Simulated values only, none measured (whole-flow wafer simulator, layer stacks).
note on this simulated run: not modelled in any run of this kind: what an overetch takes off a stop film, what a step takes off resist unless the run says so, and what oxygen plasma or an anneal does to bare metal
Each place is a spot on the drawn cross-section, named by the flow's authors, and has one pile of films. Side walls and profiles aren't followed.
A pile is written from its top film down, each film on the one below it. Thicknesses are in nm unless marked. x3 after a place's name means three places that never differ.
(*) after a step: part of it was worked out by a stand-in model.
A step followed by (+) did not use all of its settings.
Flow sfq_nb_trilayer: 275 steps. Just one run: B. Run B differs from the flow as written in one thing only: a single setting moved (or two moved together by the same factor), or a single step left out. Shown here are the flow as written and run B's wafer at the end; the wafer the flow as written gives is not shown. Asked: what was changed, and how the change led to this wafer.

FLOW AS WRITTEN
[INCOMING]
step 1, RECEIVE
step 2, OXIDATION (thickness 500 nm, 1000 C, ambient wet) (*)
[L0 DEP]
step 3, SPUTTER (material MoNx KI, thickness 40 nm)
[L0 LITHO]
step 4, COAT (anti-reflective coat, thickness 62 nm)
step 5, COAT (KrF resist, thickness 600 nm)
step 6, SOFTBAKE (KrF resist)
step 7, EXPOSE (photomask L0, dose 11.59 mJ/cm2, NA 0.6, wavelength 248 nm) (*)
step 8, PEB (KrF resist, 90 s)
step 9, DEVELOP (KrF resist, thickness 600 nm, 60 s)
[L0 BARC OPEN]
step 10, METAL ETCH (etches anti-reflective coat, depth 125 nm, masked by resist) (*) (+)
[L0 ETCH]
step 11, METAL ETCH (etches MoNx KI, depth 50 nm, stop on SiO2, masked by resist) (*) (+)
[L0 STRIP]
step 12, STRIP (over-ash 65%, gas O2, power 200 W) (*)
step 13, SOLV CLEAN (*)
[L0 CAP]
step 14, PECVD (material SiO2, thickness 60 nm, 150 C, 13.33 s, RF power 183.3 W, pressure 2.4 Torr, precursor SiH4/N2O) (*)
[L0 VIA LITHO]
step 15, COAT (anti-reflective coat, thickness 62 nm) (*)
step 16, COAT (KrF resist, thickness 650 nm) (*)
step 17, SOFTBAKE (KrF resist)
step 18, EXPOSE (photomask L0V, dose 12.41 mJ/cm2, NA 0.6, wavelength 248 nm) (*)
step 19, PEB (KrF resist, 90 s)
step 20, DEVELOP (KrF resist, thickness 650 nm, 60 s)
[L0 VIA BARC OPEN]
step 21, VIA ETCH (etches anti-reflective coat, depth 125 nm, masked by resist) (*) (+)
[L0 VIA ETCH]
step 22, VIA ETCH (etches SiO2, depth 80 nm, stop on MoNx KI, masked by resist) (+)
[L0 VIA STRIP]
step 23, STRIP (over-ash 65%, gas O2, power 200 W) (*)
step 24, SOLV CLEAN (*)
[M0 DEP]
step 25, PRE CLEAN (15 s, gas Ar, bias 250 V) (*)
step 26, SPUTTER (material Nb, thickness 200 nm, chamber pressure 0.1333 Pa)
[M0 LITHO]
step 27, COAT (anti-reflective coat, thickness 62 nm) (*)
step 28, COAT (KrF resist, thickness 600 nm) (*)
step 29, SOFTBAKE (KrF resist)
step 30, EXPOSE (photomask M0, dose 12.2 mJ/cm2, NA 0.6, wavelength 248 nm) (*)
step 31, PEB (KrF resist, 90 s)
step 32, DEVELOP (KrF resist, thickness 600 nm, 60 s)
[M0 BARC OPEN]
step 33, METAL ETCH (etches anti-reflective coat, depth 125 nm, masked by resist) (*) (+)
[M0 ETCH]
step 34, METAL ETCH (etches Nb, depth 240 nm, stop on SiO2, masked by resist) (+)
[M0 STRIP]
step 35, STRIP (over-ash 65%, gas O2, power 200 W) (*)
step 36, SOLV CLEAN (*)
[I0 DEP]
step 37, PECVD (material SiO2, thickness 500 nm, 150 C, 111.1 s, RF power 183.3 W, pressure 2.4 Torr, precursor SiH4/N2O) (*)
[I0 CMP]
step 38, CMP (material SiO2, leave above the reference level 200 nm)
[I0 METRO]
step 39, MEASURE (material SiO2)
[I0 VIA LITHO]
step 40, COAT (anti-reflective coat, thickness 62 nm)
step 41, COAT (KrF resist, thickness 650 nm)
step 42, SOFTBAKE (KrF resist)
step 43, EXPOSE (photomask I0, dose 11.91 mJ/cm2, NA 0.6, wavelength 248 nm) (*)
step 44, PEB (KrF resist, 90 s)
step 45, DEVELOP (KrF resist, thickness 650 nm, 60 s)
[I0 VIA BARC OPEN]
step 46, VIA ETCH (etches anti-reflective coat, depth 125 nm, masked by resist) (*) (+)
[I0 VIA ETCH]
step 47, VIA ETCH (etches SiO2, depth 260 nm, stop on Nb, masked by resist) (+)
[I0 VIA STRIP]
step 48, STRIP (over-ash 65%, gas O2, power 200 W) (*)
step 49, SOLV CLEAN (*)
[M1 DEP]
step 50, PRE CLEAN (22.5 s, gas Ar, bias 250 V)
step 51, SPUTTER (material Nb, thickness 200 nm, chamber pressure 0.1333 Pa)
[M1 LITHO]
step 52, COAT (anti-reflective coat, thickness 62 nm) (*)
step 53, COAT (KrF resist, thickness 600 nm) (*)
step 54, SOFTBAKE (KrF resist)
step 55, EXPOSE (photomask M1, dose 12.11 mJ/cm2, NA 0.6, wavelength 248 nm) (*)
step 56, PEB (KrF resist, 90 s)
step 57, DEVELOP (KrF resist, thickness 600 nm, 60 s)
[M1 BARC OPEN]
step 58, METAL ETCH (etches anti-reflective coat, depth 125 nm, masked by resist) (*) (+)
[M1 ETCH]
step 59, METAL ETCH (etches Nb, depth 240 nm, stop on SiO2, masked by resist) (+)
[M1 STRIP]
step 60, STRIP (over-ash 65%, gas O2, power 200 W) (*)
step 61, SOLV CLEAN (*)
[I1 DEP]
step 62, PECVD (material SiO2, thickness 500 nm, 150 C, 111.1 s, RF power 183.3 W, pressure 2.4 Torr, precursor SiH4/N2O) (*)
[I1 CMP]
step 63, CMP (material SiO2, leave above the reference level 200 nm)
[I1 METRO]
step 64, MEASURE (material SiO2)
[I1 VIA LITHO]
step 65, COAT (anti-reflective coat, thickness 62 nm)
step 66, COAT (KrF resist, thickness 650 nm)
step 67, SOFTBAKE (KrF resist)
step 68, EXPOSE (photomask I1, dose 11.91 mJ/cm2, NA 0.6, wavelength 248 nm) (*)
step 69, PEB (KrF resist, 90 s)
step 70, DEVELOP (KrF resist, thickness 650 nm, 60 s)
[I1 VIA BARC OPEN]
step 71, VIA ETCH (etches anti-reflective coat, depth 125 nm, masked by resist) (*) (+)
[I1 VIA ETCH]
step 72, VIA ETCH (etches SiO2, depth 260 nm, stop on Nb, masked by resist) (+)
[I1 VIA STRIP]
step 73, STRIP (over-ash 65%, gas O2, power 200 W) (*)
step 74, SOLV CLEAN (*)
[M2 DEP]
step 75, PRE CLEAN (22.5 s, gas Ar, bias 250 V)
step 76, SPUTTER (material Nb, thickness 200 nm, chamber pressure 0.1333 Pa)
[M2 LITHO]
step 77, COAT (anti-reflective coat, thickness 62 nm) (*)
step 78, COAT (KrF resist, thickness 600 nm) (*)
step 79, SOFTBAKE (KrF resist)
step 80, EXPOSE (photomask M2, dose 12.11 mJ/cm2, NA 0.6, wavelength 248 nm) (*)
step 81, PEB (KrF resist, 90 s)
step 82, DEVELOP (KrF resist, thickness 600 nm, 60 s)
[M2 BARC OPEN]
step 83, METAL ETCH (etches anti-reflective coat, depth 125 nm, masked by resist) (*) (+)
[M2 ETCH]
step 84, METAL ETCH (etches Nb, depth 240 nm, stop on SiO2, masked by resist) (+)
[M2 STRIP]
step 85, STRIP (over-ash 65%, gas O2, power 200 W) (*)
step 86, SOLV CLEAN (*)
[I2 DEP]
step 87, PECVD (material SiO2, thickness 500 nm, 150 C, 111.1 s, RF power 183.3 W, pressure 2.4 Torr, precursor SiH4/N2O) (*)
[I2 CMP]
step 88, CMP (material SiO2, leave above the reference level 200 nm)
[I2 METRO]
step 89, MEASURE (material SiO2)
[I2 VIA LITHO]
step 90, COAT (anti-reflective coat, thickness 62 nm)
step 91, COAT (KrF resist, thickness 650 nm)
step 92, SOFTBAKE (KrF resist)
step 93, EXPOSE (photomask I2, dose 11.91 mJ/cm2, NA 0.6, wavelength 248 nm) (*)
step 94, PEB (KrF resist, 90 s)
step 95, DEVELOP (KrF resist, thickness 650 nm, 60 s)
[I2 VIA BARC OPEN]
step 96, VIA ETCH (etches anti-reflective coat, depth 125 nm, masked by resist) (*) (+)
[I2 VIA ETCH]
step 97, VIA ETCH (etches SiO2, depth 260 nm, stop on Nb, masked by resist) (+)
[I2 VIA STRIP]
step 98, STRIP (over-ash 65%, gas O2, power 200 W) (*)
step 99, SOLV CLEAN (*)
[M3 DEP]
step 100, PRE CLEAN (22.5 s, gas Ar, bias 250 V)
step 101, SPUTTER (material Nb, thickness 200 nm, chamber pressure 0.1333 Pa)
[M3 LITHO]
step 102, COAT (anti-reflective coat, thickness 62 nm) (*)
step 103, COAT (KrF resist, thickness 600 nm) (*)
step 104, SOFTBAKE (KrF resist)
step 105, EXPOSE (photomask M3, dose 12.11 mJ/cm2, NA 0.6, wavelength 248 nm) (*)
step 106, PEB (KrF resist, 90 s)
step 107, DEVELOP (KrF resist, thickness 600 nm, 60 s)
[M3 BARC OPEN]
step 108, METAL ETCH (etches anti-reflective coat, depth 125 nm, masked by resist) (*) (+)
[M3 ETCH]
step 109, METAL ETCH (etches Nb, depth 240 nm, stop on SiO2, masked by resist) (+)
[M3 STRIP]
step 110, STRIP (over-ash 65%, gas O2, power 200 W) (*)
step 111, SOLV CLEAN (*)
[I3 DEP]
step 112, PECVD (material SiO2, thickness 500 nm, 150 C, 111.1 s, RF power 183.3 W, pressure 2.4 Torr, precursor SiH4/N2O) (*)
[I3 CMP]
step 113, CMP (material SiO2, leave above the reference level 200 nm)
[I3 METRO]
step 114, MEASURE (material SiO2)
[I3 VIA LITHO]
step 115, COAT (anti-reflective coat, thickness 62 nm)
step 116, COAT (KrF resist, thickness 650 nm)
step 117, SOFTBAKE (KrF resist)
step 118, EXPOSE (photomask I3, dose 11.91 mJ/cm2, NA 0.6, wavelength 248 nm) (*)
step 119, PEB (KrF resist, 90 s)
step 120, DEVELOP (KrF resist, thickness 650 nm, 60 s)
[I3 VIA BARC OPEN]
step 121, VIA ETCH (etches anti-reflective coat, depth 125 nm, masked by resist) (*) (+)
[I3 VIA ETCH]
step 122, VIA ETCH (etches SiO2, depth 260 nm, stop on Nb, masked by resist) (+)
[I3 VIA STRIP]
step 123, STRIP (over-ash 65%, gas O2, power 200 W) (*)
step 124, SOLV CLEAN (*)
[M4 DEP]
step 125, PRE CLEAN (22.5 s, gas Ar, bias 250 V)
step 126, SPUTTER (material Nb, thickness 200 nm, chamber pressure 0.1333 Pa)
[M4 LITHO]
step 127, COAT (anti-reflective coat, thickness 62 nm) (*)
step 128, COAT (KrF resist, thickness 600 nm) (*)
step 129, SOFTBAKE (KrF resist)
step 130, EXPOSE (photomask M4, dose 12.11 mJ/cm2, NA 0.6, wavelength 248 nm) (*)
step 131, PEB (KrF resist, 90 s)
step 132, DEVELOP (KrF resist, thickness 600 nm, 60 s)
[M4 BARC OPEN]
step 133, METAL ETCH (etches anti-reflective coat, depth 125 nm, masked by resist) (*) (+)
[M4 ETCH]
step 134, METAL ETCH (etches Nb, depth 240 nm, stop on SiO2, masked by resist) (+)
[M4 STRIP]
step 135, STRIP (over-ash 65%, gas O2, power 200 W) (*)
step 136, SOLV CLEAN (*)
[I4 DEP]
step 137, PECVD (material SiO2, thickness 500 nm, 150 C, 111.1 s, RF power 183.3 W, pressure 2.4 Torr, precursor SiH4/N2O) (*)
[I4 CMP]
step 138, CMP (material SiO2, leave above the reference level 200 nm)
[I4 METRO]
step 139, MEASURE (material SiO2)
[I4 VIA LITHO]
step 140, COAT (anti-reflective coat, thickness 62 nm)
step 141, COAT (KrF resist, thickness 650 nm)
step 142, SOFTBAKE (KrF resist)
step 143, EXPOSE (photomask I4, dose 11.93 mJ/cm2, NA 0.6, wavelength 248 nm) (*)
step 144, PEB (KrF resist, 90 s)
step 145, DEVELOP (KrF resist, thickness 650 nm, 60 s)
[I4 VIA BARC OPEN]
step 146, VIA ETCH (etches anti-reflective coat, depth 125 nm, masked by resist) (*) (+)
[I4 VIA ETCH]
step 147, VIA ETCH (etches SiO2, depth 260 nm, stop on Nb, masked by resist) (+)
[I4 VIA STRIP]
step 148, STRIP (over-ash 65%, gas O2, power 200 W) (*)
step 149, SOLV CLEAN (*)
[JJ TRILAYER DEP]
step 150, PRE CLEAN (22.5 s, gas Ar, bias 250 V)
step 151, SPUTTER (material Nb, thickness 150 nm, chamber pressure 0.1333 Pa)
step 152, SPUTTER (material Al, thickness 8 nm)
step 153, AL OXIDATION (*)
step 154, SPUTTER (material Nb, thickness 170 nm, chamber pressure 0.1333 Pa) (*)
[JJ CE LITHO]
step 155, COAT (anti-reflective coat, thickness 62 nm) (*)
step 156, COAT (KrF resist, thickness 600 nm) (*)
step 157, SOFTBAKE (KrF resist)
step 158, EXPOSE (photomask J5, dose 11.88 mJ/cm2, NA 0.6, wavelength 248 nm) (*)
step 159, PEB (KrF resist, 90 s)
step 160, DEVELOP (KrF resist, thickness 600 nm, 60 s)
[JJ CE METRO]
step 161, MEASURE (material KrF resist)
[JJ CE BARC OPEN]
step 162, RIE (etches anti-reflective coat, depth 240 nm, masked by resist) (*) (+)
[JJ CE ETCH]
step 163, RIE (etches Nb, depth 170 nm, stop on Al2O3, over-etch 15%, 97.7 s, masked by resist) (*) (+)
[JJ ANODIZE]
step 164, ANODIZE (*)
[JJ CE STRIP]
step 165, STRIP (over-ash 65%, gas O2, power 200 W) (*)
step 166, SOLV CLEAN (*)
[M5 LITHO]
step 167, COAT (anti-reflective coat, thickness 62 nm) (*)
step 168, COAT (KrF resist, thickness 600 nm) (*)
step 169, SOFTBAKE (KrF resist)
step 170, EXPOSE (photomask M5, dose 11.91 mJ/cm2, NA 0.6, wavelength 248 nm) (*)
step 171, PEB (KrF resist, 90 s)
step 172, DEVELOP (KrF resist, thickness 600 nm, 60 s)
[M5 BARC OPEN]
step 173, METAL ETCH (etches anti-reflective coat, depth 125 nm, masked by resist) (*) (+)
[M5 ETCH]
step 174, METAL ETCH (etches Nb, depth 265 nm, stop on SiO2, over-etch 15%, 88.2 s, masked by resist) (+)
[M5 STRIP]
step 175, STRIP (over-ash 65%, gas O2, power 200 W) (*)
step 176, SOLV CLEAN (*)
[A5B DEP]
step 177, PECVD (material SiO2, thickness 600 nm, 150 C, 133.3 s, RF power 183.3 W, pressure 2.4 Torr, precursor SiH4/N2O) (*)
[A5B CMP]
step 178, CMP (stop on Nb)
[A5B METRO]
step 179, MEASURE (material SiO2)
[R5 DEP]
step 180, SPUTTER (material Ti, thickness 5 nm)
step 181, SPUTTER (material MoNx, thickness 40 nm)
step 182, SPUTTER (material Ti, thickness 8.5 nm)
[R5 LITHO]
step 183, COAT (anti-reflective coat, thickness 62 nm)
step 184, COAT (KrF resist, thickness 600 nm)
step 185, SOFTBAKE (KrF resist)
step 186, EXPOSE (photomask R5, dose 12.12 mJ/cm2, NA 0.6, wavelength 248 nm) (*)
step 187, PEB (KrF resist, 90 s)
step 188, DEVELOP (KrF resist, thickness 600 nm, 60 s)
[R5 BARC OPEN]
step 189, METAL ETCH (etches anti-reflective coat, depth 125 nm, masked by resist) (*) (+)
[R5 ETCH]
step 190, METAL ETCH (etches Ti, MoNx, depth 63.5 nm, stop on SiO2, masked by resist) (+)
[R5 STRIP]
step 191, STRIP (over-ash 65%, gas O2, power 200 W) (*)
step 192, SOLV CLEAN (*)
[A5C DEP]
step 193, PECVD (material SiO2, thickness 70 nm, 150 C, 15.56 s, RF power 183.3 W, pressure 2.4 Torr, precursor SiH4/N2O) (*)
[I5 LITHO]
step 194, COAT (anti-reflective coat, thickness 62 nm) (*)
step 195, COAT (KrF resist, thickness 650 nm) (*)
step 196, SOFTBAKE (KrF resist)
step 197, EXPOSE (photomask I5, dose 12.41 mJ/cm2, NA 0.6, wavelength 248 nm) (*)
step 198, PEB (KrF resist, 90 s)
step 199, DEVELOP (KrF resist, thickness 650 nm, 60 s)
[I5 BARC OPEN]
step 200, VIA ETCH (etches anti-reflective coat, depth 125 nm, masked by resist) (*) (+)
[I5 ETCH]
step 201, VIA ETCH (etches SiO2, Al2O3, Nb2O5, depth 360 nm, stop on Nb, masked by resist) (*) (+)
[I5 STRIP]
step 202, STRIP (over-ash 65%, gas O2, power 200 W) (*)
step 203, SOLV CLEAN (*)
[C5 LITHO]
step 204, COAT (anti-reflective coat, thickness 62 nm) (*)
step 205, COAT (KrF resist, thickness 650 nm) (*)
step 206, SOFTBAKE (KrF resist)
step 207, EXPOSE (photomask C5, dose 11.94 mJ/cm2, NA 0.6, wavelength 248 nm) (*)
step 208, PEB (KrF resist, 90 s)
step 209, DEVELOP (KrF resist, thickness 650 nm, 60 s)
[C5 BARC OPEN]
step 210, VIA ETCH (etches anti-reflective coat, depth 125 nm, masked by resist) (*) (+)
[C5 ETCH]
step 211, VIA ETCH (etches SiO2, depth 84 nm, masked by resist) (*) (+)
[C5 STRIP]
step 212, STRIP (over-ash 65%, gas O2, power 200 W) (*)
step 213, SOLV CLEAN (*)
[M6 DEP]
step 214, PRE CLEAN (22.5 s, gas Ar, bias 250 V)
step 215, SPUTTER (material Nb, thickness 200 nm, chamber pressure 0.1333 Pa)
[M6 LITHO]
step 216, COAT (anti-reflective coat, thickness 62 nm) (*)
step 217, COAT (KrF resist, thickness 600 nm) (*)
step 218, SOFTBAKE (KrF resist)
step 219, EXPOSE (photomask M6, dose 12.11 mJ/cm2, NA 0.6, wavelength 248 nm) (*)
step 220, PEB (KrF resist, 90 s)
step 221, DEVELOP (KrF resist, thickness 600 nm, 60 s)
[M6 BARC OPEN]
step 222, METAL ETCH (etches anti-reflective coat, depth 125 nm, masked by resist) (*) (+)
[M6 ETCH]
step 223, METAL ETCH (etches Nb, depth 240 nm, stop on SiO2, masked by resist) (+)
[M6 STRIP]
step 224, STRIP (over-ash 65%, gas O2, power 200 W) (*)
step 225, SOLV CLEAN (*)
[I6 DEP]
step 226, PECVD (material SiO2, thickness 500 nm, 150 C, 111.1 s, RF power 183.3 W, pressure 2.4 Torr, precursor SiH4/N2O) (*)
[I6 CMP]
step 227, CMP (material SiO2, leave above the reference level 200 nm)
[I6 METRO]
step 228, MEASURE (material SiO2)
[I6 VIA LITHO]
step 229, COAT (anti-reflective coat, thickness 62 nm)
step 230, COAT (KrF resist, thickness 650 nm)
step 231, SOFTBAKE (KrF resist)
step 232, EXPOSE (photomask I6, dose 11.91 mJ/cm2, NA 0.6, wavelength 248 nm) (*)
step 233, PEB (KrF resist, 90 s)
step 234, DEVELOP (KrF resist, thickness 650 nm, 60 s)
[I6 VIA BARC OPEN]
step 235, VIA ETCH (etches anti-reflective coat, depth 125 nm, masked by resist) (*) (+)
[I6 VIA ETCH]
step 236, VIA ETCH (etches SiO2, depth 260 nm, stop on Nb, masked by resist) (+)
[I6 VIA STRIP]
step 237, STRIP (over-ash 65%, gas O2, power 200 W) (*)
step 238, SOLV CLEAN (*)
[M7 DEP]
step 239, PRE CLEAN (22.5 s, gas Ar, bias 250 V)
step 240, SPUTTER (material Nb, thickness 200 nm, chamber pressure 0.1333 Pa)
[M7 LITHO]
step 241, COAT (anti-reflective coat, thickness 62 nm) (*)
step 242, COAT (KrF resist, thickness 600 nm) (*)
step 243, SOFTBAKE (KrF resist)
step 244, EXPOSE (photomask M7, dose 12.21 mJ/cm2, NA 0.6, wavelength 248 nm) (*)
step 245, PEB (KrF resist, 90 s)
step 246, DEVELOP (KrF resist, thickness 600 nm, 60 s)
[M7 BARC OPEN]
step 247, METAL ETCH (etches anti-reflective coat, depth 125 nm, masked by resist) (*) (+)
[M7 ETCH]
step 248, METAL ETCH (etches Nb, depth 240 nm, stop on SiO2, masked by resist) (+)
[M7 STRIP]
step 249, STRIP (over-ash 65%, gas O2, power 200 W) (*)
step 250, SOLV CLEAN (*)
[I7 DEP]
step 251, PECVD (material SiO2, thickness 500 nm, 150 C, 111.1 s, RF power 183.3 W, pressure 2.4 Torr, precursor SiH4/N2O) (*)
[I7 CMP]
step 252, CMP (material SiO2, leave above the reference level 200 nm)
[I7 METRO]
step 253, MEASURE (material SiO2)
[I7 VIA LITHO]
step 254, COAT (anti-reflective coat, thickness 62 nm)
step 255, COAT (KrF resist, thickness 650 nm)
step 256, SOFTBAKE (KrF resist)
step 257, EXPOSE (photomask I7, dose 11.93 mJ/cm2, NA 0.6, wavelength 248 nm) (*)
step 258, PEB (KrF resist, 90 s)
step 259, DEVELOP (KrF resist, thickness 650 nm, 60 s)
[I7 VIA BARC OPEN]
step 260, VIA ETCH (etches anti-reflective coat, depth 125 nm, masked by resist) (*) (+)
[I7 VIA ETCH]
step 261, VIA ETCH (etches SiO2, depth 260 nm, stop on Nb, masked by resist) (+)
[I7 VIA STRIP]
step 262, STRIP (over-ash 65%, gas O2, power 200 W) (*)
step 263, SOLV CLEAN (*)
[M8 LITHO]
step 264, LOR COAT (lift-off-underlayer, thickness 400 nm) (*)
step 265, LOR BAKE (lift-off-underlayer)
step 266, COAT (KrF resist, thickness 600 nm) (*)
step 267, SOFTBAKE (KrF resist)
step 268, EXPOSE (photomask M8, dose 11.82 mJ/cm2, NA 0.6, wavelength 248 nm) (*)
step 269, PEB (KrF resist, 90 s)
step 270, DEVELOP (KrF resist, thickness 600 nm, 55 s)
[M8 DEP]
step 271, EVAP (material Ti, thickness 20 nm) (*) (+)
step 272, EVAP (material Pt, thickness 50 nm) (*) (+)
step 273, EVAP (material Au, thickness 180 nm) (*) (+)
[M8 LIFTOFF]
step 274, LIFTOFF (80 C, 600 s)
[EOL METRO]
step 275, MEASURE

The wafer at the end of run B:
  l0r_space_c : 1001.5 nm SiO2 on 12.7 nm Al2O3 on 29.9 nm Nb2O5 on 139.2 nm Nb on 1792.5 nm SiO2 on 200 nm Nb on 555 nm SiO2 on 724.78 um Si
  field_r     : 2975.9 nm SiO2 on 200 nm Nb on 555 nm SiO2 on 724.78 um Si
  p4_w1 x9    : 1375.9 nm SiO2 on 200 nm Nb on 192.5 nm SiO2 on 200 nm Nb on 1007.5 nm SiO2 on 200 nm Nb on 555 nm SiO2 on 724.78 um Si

The reason: step 76, SPUTTER: thickness 230 nm was run, whereas the flow has thickness 200 nm.

The path from the change to this, step by step:
  step 76, SPUTTER (material Nb, thickness 200 nm, chamber pressure 0.1333 Pa)
      field_l, v_sur, via_wl and 102 more: Nb gains 230 (new film) (as written it would have been: Nb gains 200 (new film))
      via_v: Nb gains 201 (as written it would have been: Nb gains 174.5)
  step 84, METAL ETCH (etches Nb, depth 240 nm, stop on SiO2, masked by resist) (+)
      field_l, be, be_sur and 81 more: Nb loses 230 (all of it) (as written it would have been: Nb loses 200 (all of it))
  step 87, PECVD (material SiO2, thickness 500 nm, 150 C, 111.1 s, RF power 183.3 W, pressure 2.4 Torr, precursor SiH4/N2O) (*)
      via_v: SiO2 gains 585 (new film) (as written it would have been: SiO2 gains 606 (new film))
  step 88, CMP (material SiO2, leave above the reference level 200 nm)
      field_l, be, be_sur and 81 more: SiO2 loses 70 (as written it would have been: SiO2 loses 100)
      via_v: SiO2 loses 157.1 (as written it would have been: SiO2 loses 181.6)
